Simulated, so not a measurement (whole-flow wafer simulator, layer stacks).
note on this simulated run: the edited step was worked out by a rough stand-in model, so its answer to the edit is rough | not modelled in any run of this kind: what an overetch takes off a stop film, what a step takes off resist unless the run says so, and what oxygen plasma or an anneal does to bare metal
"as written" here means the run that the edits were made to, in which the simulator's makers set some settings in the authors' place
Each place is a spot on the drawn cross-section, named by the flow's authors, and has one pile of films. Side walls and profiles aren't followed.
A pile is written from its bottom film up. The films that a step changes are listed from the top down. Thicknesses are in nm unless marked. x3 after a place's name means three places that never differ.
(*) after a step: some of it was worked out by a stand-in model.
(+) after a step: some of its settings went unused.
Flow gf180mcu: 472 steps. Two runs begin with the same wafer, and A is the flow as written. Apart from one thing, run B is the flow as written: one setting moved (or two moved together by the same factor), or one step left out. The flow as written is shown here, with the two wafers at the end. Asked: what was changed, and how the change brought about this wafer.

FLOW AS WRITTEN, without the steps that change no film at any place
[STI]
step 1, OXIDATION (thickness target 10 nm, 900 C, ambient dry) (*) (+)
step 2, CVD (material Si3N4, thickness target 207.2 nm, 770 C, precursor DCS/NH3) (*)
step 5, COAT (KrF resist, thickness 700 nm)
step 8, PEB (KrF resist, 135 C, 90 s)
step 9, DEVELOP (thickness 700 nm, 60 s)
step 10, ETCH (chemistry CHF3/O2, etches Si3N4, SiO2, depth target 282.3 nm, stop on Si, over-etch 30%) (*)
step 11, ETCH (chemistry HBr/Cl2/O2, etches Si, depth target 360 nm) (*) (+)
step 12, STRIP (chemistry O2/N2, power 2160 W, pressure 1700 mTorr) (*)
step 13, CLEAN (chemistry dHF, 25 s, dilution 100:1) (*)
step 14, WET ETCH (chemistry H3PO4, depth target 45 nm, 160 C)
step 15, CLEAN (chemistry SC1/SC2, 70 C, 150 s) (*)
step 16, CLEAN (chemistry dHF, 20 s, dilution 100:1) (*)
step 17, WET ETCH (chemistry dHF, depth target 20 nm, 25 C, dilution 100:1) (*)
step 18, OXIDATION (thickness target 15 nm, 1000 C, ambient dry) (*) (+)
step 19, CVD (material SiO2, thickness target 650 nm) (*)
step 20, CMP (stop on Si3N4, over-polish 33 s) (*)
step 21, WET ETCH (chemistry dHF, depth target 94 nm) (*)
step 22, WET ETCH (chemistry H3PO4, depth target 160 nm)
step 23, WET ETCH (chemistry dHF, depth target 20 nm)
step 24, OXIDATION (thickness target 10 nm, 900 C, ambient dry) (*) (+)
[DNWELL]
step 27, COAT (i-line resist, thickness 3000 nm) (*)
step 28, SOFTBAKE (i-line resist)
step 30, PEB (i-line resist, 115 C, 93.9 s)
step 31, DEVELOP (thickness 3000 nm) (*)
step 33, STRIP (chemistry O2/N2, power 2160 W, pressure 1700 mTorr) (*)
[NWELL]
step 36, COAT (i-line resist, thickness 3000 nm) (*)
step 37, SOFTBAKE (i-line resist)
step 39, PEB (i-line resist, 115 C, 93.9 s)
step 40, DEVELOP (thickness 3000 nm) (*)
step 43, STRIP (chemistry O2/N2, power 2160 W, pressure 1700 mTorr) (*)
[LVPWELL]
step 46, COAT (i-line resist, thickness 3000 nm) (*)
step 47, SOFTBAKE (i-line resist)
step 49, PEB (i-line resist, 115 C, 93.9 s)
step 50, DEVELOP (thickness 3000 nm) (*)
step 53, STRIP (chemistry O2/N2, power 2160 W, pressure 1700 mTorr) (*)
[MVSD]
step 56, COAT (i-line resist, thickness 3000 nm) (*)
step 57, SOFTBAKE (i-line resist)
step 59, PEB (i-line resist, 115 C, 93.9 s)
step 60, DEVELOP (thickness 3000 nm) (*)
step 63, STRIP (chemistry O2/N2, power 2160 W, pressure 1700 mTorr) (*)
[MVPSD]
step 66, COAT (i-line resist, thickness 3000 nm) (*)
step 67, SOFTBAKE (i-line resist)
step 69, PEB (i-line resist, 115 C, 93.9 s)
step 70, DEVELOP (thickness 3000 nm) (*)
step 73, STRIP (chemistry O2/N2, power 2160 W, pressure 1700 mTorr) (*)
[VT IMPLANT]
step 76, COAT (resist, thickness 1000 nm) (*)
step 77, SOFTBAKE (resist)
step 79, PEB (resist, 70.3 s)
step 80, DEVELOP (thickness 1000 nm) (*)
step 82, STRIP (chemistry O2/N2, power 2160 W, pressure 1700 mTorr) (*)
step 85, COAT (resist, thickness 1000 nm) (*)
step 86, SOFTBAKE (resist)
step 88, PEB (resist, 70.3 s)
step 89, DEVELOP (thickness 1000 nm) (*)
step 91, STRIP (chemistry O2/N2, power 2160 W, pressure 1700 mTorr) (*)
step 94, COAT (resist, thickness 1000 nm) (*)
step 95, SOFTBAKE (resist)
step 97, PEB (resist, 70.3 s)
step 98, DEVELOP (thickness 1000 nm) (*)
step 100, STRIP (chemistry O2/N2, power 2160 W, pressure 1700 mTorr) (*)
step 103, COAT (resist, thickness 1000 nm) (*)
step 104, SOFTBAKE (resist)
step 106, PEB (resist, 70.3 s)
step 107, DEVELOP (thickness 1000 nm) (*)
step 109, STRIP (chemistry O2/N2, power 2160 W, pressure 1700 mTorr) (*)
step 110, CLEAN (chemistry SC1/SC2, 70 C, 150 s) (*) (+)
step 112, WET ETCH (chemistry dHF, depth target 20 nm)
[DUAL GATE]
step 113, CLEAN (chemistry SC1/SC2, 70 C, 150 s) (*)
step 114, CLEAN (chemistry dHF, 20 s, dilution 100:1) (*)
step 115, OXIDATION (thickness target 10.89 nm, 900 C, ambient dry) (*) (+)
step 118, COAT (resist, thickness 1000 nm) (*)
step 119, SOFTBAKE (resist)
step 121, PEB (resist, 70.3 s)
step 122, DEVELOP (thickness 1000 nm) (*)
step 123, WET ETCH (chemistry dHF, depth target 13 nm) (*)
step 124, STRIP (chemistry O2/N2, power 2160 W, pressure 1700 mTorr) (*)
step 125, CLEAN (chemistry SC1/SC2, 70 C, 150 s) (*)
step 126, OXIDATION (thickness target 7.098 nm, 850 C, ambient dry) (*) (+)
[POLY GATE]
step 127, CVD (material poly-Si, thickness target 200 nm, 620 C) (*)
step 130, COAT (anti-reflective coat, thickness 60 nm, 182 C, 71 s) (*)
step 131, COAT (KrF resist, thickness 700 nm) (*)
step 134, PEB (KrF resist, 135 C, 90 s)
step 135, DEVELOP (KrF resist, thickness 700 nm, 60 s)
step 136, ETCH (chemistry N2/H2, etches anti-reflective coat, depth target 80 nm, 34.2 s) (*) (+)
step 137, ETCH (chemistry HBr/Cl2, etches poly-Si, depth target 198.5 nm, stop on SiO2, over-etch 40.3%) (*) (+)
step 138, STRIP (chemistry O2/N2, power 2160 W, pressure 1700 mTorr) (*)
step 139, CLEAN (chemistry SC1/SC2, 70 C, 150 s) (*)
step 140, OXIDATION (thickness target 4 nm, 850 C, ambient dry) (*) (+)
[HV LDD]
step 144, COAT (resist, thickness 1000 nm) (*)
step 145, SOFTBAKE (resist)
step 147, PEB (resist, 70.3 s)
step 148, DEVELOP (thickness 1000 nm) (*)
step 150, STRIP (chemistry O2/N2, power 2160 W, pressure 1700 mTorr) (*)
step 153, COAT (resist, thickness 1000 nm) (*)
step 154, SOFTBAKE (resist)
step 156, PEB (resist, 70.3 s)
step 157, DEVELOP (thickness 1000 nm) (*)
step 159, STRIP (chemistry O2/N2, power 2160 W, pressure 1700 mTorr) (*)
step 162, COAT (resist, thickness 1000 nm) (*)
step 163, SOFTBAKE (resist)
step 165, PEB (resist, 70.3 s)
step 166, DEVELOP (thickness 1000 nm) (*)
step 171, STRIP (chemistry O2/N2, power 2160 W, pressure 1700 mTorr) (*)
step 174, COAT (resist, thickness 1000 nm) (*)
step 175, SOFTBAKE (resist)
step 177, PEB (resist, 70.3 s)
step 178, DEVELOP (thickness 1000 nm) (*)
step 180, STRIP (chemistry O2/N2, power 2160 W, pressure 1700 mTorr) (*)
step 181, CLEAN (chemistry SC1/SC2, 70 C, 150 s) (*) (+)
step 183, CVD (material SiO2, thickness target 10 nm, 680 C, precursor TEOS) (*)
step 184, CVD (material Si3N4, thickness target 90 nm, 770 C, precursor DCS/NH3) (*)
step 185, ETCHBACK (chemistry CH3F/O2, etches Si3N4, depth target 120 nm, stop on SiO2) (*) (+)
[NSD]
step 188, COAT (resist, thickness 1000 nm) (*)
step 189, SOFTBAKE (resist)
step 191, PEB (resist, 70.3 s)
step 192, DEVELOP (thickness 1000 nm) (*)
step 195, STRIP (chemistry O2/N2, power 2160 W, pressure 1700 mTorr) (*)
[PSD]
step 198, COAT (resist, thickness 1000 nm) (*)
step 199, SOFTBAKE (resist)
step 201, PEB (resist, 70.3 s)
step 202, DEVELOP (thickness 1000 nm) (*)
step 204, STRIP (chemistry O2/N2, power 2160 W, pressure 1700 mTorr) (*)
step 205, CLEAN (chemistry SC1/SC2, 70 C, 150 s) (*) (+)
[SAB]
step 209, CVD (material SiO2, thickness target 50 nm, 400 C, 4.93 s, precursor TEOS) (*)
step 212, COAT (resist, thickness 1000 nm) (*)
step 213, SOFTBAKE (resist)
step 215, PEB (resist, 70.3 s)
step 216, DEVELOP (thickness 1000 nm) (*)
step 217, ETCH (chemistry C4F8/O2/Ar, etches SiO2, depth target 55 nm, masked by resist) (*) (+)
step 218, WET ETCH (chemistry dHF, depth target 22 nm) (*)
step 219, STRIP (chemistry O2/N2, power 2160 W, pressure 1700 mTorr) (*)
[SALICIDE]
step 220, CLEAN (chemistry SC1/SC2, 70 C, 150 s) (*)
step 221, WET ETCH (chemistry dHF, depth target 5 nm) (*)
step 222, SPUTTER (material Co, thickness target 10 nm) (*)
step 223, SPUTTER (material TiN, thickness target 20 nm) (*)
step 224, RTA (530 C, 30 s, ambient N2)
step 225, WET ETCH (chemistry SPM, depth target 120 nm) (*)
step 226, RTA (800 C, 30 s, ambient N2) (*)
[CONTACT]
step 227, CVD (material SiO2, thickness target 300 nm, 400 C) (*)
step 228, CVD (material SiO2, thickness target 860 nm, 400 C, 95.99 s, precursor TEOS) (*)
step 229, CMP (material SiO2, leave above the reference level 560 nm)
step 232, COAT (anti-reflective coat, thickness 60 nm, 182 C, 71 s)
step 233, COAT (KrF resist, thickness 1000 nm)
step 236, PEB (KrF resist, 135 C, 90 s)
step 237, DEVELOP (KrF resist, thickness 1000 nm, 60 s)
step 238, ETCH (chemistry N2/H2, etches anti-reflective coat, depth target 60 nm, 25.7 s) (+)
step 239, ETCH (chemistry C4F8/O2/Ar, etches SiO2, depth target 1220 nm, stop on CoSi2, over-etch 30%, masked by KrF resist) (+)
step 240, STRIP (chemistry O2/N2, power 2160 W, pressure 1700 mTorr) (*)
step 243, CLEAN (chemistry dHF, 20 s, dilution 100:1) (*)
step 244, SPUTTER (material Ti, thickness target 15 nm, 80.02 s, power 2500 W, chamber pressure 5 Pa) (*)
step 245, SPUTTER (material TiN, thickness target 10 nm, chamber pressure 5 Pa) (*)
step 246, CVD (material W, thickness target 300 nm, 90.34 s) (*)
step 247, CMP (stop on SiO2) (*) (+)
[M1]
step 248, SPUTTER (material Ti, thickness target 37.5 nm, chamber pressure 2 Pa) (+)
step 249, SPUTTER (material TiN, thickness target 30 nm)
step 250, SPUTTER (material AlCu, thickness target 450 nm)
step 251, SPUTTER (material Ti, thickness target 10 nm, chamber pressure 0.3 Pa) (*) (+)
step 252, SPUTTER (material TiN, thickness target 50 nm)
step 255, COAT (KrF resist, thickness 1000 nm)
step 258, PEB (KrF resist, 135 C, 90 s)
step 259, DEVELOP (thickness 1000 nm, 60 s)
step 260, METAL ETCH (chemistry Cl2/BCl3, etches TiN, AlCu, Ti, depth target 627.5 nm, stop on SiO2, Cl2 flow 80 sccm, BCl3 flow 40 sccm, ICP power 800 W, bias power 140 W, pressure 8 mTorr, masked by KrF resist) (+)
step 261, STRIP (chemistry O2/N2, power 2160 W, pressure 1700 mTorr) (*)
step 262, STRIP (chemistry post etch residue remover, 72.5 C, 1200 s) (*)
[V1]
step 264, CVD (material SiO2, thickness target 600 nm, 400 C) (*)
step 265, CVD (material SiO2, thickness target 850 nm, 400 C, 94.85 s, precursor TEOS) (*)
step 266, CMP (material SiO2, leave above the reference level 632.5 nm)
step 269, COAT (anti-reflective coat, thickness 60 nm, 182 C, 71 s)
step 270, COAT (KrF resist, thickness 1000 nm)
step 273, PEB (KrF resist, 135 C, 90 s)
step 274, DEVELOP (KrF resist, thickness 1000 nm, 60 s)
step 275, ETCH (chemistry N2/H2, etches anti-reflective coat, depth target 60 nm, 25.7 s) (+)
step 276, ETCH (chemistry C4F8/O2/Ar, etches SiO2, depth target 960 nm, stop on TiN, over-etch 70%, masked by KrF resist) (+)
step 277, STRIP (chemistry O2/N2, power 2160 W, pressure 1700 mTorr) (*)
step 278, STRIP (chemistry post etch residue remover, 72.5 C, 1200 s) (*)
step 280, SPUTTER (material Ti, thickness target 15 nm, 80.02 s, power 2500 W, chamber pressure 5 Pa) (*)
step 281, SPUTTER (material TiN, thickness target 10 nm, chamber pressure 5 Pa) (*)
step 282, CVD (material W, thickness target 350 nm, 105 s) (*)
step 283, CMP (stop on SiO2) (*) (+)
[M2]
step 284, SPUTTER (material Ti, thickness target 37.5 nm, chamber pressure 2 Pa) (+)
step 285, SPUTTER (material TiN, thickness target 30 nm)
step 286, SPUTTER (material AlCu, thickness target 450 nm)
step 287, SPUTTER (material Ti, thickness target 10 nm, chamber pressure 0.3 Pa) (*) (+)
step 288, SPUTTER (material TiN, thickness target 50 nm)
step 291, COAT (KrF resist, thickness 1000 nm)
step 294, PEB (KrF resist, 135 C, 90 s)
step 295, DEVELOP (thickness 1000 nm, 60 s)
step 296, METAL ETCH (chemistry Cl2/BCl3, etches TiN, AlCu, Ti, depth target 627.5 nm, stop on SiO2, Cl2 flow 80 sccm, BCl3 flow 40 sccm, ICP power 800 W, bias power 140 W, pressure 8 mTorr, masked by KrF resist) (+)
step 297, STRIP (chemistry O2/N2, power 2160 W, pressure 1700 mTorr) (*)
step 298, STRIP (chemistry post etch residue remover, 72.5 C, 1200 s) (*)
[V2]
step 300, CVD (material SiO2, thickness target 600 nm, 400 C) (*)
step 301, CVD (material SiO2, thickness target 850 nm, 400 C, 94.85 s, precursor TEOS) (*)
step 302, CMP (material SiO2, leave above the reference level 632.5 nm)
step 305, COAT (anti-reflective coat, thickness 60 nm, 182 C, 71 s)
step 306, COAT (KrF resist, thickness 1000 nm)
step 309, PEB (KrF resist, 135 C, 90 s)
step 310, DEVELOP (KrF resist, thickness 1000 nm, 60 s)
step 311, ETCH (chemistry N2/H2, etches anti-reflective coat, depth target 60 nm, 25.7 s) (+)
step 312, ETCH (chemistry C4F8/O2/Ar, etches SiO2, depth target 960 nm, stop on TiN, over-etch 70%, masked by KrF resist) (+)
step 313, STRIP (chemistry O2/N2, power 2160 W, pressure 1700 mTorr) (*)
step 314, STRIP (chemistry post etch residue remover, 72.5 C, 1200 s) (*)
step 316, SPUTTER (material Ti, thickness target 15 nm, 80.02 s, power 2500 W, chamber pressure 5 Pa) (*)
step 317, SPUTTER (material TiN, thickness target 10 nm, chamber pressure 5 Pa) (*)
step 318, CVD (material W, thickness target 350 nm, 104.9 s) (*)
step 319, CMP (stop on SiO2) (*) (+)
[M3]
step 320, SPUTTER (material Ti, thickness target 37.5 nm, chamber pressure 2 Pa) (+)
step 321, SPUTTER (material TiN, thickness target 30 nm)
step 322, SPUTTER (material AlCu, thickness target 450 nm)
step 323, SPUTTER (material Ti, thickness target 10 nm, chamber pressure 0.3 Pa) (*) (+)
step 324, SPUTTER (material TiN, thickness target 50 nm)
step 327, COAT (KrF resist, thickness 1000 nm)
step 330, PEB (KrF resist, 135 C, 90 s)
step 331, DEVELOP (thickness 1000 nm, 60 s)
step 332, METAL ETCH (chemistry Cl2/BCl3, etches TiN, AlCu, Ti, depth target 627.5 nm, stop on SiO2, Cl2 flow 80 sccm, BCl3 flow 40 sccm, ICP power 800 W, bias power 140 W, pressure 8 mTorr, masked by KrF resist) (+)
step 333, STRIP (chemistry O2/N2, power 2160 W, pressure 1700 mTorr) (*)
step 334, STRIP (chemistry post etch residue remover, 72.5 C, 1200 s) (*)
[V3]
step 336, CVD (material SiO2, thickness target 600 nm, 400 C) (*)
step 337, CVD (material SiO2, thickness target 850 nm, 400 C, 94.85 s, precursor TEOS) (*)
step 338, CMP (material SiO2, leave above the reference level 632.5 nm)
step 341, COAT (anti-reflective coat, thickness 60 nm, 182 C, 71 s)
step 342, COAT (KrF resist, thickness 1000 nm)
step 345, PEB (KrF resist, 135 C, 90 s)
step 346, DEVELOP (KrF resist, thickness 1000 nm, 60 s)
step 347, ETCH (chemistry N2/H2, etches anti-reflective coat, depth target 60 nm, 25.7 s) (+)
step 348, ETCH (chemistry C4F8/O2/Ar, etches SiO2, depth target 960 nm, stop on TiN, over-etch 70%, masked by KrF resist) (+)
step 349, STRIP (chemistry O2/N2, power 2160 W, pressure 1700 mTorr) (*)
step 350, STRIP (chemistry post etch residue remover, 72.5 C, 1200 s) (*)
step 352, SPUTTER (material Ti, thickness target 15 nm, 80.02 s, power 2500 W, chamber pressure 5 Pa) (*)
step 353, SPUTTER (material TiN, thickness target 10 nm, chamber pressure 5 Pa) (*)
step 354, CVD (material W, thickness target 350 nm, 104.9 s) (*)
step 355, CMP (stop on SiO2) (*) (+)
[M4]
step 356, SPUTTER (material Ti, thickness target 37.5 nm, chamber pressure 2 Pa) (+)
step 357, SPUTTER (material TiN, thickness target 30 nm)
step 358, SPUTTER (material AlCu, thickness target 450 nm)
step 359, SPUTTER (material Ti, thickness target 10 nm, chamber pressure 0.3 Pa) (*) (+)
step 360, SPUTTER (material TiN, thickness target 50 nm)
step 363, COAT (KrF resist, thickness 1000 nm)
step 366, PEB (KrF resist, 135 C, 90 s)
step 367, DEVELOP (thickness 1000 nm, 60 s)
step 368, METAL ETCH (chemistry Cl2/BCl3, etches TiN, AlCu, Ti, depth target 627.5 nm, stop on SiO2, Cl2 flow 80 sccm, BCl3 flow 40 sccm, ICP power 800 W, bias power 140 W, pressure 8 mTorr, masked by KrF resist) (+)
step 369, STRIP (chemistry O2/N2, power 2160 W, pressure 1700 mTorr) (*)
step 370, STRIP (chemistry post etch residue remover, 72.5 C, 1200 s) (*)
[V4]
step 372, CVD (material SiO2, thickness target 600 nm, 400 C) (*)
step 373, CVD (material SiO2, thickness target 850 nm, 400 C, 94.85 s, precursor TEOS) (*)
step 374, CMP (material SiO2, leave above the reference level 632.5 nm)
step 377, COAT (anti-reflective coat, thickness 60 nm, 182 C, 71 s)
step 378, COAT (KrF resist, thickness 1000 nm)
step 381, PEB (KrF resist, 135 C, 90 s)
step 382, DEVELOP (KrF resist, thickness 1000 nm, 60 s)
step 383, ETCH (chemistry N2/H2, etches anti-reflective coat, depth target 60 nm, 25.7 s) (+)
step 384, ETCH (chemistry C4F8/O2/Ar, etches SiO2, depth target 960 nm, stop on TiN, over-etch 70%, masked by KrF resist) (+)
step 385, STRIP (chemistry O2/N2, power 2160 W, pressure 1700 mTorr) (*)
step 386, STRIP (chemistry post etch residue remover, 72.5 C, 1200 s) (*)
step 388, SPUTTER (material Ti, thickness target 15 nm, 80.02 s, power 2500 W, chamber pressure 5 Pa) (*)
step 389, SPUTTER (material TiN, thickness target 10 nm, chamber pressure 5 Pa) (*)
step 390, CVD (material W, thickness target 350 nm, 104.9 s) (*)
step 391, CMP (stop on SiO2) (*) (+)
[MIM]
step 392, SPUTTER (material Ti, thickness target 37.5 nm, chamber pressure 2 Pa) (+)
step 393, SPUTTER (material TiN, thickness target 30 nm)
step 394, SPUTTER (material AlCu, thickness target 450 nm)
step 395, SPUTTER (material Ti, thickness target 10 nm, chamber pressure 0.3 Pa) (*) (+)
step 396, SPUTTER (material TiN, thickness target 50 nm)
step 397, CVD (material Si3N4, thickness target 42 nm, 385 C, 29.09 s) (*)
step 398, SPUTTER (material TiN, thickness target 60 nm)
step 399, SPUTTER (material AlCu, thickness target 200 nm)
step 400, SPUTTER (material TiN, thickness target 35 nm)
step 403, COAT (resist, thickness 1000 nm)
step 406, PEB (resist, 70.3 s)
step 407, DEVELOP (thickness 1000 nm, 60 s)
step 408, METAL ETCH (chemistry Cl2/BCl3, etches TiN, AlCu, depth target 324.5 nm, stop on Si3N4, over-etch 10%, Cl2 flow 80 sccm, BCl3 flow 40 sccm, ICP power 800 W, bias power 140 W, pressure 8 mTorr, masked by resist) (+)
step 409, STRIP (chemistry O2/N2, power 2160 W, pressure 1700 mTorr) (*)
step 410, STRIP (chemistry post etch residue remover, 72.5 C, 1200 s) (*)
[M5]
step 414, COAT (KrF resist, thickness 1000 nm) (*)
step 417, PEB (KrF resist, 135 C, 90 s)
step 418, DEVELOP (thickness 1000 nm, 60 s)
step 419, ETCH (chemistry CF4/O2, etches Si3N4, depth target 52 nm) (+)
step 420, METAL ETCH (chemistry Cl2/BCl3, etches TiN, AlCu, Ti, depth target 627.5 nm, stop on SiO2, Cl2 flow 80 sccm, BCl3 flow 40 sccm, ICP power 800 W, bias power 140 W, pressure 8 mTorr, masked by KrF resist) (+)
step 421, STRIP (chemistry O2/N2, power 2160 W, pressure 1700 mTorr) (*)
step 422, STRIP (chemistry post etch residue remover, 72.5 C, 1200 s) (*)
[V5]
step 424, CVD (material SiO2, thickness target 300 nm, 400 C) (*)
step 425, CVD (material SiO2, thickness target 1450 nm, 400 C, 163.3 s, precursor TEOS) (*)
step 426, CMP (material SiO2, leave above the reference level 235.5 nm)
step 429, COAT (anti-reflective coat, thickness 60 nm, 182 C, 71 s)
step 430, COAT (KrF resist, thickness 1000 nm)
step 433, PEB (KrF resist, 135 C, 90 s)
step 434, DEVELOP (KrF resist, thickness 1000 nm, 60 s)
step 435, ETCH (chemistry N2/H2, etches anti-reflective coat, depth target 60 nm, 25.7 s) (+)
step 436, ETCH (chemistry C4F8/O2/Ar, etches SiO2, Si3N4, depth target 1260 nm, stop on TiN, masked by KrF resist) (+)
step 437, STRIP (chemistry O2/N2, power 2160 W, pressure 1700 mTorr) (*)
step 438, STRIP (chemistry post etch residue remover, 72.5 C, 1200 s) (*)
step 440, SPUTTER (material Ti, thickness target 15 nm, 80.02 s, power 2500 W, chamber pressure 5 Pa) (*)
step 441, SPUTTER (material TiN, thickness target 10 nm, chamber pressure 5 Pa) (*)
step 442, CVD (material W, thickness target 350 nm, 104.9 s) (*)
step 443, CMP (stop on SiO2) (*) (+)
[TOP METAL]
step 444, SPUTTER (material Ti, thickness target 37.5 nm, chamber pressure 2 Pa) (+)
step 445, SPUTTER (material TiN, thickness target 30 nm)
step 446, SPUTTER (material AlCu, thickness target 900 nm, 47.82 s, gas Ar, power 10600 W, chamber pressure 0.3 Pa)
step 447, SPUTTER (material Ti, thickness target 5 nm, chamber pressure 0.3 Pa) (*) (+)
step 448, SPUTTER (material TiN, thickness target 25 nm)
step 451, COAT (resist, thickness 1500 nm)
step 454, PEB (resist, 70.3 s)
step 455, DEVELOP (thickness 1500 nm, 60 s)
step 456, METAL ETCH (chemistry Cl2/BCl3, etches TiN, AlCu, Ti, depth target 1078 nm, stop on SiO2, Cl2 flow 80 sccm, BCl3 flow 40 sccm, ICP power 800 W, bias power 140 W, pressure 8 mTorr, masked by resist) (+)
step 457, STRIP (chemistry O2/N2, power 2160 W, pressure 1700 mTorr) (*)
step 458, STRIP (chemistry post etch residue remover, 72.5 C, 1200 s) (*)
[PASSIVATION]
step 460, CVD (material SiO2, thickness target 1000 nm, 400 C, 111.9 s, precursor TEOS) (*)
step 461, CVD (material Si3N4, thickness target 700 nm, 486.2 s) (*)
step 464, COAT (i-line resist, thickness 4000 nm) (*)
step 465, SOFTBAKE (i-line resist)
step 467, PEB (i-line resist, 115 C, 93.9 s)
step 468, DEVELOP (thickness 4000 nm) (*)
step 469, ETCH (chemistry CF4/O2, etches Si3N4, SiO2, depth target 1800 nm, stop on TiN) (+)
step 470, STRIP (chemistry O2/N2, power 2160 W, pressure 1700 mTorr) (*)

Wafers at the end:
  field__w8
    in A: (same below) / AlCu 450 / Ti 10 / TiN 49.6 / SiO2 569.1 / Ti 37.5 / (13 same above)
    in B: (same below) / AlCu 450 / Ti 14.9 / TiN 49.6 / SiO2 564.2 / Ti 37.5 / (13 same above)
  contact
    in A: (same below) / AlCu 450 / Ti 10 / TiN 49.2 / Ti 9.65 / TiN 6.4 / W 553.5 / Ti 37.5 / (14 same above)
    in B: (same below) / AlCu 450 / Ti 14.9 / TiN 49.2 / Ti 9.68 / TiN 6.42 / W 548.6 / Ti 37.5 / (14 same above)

What caused this: step 359, SPUTTER: thickness target 14.9 nm was run, though the flow has thickness target 10 nm.
The wafer lets one read it off: field__w8 has Ti 14.9, and step 359 as written asks for 10 nm.

Step by step, how the change led to this:
  step 359, SPUTTER (material Ti, thickness target 10 nm, chamber pressure 0.3 Pa) (*) (+)
      field, field__w1, field__w2 and 108 more: A Ti gains 10 (new film) | B Ti gains 14.9 (new film)
  step 368, METAL ETCH (chemistry Cl2/BCl3, etches TiN, AlCu, Ti, depth target 627.5 nm, stop on SiO2, Cl2 flow 80 sccm, BCl3 flow 40 sccm, ICP power 800 W, bias power 140 W, pressure 8 mTorr, masked by KrF resist) (+)
      field, field__w1, field__w2 and 103 more: A TiN loses 50 (all of it), Ti loses 10 (all of it), AlCu loses 450 (all of it), TiN loses 30 (all of it), Ti loses 37.5 (all of it) | B TiN loses 50 (all of it), Ti loses 14.9 (all of it), AlCu loses 450 (all of it), TiN loses 30 (all of it), Ti loses 37.5 (all of it)
